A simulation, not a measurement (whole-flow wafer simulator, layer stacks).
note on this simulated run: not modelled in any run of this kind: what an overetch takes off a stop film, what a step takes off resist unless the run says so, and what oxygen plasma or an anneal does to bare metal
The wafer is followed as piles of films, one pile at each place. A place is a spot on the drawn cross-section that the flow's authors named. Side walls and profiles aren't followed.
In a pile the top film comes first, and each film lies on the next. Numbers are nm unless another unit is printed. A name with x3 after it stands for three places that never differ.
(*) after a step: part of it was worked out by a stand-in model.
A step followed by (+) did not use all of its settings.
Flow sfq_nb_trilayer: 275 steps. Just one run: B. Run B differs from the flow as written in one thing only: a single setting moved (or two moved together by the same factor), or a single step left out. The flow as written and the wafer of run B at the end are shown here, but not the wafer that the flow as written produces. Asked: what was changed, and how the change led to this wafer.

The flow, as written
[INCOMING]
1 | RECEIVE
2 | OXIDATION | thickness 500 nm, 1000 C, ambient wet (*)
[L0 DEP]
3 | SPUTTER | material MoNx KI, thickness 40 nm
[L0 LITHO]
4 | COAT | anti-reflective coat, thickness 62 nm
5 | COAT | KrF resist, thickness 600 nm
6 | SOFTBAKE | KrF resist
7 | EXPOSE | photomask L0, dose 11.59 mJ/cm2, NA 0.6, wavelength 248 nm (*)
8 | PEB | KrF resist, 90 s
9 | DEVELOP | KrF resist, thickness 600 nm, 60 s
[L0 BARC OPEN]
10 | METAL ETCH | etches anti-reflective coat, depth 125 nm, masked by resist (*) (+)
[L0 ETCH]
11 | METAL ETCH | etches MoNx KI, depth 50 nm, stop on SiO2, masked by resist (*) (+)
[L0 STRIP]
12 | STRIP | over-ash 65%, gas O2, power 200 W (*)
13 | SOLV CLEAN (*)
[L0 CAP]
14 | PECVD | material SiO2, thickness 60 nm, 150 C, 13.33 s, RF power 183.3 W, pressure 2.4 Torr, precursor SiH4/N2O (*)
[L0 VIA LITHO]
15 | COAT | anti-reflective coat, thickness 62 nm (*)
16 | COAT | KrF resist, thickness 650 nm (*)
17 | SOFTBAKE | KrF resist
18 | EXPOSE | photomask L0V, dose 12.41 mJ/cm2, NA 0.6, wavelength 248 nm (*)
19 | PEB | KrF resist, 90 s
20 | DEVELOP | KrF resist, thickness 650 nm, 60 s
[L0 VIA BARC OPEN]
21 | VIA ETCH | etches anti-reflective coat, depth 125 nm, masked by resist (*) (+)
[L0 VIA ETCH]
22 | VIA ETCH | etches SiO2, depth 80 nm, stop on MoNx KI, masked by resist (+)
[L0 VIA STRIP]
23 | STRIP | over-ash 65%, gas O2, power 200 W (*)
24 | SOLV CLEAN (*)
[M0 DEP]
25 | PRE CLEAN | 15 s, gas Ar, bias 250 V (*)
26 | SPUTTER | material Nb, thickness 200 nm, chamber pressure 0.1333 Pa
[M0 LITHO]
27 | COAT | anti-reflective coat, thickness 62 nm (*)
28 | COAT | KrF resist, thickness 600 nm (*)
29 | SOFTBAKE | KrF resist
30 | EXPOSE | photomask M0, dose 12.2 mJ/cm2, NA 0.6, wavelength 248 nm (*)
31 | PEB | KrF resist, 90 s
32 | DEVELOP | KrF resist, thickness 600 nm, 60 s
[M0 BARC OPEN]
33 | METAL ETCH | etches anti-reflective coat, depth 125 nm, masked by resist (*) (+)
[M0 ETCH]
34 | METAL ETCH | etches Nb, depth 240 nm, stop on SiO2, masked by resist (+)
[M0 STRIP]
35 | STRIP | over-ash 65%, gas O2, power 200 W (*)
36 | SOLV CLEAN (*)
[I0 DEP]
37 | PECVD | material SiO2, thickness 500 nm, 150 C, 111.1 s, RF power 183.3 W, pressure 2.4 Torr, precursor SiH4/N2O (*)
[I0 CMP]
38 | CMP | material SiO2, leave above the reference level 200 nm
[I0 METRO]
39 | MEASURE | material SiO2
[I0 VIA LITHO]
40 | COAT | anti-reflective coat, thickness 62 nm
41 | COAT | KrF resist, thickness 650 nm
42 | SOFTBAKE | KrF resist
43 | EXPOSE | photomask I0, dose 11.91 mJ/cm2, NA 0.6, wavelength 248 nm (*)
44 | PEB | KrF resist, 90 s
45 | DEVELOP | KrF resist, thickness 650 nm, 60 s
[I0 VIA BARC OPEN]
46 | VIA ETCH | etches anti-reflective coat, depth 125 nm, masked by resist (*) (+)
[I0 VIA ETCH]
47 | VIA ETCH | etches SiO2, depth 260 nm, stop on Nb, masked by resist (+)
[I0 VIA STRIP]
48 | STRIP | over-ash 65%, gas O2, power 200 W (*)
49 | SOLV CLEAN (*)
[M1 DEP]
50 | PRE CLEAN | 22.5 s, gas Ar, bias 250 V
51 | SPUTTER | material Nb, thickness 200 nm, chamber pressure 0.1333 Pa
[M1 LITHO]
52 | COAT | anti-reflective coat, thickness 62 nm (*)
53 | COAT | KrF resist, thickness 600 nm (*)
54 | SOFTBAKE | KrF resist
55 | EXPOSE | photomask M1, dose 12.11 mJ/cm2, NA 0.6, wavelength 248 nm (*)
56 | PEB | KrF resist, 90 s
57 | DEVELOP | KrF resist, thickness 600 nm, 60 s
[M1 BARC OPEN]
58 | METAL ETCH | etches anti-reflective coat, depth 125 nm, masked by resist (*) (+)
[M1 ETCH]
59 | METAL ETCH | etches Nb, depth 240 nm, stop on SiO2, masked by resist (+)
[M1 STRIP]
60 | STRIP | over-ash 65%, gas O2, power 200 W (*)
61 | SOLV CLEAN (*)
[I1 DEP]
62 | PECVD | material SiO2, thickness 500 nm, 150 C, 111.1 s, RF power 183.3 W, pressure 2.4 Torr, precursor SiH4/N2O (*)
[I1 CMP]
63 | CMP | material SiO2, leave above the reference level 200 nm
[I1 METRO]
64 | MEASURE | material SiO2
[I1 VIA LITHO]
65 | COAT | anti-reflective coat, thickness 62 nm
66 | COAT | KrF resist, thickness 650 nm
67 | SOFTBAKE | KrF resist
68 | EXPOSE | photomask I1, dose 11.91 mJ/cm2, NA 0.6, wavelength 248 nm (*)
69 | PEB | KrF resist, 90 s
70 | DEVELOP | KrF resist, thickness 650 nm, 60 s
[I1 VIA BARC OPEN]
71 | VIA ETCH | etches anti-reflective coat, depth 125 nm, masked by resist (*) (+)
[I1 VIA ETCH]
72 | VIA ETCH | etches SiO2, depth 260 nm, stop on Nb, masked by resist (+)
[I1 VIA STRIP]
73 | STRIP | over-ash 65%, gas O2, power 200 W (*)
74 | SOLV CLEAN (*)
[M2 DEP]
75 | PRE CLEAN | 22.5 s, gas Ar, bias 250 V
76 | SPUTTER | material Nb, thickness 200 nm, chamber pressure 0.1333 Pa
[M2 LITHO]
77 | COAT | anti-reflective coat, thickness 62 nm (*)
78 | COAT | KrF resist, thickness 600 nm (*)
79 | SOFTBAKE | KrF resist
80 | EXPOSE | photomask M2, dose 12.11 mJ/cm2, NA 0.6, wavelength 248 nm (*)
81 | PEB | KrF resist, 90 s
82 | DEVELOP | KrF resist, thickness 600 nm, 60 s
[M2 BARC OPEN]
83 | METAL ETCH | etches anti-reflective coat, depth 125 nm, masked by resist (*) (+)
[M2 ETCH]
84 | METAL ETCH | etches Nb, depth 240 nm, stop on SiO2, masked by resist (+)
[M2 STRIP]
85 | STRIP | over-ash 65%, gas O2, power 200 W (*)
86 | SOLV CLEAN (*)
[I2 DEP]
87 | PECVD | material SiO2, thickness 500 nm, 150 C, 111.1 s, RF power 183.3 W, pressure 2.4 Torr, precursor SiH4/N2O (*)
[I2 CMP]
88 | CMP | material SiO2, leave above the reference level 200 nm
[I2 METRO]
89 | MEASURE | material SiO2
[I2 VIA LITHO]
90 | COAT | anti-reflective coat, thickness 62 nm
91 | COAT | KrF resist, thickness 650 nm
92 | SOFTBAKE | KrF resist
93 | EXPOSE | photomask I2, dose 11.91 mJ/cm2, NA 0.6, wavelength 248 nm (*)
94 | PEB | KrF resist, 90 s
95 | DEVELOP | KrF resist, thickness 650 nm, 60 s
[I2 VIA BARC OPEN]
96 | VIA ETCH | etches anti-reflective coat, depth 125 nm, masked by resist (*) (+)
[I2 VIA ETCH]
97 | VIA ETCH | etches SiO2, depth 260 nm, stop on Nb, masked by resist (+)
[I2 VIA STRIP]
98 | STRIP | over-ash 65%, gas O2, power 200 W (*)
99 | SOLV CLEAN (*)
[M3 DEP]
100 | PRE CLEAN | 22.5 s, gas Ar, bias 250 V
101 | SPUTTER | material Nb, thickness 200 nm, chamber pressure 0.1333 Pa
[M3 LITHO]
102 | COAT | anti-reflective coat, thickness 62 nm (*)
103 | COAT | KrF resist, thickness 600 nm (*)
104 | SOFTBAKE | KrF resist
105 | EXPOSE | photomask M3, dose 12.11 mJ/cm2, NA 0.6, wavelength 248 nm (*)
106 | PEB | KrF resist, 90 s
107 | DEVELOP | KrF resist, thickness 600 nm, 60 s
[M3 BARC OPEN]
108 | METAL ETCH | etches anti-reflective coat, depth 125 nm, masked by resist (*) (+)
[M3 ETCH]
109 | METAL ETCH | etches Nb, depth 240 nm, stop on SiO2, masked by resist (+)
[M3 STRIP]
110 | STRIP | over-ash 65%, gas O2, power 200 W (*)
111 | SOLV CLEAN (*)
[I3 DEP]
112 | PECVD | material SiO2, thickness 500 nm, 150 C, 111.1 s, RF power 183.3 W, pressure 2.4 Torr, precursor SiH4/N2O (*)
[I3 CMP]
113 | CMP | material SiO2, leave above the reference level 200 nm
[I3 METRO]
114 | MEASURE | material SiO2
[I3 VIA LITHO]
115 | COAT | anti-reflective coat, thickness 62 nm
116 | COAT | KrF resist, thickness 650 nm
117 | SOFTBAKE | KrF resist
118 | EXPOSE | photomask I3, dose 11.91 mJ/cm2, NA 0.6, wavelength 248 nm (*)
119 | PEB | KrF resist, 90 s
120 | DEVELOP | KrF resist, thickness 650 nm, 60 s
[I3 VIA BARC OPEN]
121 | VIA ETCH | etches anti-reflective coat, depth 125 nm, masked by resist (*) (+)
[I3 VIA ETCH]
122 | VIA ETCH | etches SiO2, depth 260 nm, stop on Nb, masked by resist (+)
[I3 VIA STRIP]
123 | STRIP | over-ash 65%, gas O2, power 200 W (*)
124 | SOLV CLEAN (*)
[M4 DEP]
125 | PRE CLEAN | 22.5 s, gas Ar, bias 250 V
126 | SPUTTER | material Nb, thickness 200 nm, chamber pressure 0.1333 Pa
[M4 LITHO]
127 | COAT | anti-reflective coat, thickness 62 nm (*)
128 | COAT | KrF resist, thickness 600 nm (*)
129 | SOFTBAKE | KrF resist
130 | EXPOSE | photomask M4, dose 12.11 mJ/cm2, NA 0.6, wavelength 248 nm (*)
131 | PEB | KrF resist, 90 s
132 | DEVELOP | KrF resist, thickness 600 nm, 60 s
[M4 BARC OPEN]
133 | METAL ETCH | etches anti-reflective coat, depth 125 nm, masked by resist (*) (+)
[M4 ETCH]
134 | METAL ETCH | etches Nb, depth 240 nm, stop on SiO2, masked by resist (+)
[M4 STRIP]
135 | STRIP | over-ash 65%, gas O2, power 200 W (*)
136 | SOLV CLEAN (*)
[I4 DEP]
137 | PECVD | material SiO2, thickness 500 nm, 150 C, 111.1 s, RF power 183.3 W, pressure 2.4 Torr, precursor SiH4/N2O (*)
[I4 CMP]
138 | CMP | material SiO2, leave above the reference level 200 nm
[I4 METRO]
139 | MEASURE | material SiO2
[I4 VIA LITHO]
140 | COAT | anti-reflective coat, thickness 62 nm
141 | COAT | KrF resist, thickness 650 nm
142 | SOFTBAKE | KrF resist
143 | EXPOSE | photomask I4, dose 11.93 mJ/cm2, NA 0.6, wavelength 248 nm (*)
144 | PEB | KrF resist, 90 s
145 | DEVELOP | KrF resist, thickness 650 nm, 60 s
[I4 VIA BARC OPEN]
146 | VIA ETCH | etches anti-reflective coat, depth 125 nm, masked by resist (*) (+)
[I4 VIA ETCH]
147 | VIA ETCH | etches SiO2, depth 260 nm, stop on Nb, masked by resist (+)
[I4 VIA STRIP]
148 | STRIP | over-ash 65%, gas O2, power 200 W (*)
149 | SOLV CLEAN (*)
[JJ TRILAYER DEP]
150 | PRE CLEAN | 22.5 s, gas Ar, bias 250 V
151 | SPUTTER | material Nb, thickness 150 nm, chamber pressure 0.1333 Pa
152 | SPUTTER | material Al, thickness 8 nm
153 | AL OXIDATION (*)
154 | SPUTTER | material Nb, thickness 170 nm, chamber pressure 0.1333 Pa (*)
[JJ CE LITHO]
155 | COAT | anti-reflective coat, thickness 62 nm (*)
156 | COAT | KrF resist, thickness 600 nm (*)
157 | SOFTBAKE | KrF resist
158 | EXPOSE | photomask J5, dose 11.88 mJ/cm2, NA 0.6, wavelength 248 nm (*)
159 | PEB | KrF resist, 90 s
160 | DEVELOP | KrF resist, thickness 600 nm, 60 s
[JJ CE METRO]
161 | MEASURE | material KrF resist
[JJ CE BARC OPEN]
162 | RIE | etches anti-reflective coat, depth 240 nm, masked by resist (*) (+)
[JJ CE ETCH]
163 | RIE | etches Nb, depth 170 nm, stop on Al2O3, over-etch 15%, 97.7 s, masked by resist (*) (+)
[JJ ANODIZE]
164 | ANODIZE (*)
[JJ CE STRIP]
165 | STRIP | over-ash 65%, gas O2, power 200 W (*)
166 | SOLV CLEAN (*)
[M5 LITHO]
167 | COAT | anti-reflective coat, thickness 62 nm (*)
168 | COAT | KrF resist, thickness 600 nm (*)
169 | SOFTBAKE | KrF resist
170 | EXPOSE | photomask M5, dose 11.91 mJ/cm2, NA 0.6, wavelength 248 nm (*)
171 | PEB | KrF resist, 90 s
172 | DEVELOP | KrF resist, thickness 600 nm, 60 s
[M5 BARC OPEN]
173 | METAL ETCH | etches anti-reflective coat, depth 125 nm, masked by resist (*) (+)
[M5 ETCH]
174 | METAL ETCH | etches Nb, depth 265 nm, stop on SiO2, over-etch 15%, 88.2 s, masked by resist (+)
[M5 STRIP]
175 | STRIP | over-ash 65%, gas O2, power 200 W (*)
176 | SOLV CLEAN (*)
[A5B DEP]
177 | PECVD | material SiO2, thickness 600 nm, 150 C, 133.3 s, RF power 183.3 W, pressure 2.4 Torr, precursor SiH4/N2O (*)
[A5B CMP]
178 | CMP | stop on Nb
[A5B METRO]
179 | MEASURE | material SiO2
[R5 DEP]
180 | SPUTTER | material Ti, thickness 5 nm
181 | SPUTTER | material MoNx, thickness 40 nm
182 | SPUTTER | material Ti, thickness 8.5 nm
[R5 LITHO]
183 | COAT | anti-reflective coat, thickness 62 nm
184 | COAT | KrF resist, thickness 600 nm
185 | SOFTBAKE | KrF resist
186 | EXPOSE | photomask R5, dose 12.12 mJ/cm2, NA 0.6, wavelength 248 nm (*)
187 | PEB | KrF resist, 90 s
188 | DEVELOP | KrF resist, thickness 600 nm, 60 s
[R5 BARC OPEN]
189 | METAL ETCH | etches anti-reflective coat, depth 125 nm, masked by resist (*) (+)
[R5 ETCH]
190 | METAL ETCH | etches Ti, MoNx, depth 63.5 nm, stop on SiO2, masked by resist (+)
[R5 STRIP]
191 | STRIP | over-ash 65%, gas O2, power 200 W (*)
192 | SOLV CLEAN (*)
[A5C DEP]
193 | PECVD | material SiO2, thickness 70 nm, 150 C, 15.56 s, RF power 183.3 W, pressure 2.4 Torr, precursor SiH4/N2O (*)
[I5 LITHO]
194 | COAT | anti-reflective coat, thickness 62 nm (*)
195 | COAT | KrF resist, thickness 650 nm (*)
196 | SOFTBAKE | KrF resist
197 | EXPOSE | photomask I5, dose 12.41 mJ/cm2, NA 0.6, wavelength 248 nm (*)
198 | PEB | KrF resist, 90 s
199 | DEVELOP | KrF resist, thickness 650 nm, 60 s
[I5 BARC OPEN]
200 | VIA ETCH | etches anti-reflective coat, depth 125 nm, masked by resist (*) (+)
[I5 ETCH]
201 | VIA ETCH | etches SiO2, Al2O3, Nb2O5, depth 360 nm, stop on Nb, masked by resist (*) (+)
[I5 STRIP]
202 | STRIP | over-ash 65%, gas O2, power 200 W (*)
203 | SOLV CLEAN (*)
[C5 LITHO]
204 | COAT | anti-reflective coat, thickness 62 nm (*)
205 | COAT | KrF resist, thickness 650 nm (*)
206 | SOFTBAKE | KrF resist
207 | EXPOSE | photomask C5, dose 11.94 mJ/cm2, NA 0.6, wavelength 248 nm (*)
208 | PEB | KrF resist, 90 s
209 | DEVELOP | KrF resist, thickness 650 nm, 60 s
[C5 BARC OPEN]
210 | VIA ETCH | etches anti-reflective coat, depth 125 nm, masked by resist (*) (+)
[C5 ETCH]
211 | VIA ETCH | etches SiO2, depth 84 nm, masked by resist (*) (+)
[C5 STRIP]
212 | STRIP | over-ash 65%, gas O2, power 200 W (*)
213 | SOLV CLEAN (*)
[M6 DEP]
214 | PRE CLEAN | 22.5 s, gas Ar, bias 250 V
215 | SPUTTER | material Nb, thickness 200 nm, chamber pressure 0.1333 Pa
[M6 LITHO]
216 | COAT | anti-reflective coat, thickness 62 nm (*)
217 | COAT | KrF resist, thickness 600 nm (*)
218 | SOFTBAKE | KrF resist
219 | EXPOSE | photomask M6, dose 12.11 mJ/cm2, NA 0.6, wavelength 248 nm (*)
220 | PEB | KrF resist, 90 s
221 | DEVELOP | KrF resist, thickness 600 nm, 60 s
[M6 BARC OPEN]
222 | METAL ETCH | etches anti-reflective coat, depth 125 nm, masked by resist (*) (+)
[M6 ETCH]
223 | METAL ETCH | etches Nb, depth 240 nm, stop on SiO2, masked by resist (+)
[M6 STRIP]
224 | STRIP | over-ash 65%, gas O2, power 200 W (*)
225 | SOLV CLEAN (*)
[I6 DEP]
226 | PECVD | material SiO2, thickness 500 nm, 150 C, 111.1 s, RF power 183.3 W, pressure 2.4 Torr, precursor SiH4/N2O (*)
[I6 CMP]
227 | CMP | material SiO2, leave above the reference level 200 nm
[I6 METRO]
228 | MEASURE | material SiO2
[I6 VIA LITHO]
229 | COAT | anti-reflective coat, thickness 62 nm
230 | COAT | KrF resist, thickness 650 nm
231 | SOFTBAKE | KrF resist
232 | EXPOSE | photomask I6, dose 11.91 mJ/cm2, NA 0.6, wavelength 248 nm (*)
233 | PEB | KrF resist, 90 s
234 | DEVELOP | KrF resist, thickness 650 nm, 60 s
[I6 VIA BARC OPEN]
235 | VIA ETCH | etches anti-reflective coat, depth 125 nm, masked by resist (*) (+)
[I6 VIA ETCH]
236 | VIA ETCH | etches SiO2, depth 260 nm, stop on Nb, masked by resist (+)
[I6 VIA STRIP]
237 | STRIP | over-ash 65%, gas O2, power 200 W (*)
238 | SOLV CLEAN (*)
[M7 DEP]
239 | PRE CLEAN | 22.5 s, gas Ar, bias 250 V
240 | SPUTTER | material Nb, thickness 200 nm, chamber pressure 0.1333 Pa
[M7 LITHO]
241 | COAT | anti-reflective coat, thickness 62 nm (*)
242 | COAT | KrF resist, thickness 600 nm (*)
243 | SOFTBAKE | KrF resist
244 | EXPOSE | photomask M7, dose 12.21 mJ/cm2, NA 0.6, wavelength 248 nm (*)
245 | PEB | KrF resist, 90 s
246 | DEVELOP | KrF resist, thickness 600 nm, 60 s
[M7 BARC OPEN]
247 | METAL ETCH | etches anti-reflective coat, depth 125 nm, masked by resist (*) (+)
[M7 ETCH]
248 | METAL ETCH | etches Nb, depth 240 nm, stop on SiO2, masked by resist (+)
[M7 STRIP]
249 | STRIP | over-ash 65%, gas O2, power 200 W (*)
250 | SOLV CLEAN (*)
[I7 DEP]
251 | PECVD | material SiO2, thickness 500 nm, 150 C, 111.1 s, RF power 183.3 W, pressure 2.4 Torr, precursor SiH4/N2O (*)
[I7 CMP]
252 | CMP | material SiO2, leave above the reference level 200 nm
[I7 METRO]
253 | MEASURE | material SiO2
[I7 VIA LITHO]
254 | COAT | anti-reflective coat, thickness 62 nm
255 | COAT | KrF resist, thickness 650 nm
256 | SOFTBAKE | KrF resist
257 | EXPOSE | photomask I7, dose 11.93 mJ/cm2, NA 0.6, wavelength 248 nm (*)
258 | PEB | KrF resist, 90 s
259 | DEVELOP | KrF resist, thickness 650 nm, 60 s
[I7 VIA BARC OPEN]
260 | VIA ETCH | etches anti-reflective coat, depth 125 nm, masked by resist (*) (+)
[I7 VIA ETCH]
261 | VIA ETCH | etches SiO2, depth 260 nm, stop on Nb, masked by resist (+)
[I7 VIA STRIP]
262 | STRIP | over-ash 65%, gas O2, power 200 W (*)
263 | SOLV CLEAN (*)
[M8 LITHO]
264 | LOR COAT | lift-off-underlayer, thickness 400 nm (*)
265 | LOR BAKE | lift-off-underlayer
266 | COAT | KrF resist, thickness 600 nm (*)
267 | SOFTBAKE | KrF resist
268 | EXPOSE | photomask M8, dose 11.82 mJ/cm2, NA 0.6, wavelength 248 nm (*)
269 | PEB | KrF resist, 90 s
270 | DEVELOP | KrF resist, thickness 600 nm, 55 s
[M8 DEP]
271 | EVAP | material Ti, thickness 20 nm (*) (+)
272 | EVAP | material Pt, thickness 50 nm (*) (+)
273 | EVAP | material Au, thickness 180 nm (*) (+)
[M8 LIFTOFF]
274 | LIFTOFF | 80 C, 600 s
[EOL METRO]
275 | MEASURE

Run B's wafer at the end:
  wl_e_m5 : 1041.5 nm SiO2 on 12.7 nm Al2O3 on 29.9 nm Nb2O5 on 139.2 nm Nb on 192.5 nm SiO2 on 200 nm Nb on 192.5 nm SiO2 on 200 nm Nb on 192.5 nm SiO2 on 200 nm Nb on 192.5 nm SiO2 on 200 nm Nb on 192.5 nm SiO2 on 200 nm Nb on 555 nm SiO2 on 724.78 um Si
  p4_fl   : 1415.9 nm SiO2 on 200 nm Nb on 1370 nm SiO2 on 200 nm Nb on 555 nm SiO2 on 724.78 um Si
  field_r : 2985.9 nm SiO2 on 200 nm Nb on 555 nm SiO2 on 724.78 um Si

The reason: step 227, CMP: leave above the reference level 240 nm was run, while the flow as written has leave above the reference level 200 nm.

Step by step, how the change led to this:
  227 | CMP | material SiO2, leave above the reference level 200 nm
      field_l, p4_fl, p4_fm and 59 more: SiO2 loses 60 (it would be, as written: SiO2 loses 100)
      v_sur, via_wl, via_w and 15 more: SiO2 loses 260 (it would be, as written: SiO2 loses 300)
      (and at 26 other places as well)
  236 | VIA ETCH | etches SiO2, depth 260 nm, stop on Nb, masked by resist (+)
      via_v: SiO2 loses 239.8 (all of it) (it would be, as written: SiO2 loses 199.8 (all of it))
  240 | SPUTTER | material Nb, thickness 200 nm, chamber pressure 0.1333 Pa
      via_v: Nb gains 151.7 (it would be, as written: Nb gains 161.1)
  241 | COAT | anti-reflective coat, thickness 62 nm (*)
      via_v: anti-reflective coat gains 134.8 (new film) (it would be, as written: anti-reflective coat gains 126 (new film))
  242 | COAT | KrF resist, thickness 600 nm (*)
      via_v: KrF resist gains 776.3 (new film) (it would be, as written: KrF resist gains 742.5 (new film))
  249 | STRIP | over-ash 65%, gas O2, power 200 W (*)
      via_v: KrF resist loses 558.2 (all of it), anti-reflective coat loses 134.8 (all of it) (it would be, as written: KrF resist loses 524.5 (all of it), anti-reflective coat loses 126 (all of it))
  251 | PECVD | material SiO2, thickness 500 nm, 150 C, 111.1 s, RF power 183.3 W, pressure 2.4 Torr, precursor SiH4/N2O (*)
      via_v: SiO2 gains 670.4 (new film) (it would be, as written: SiO2 gains 621 (new film))
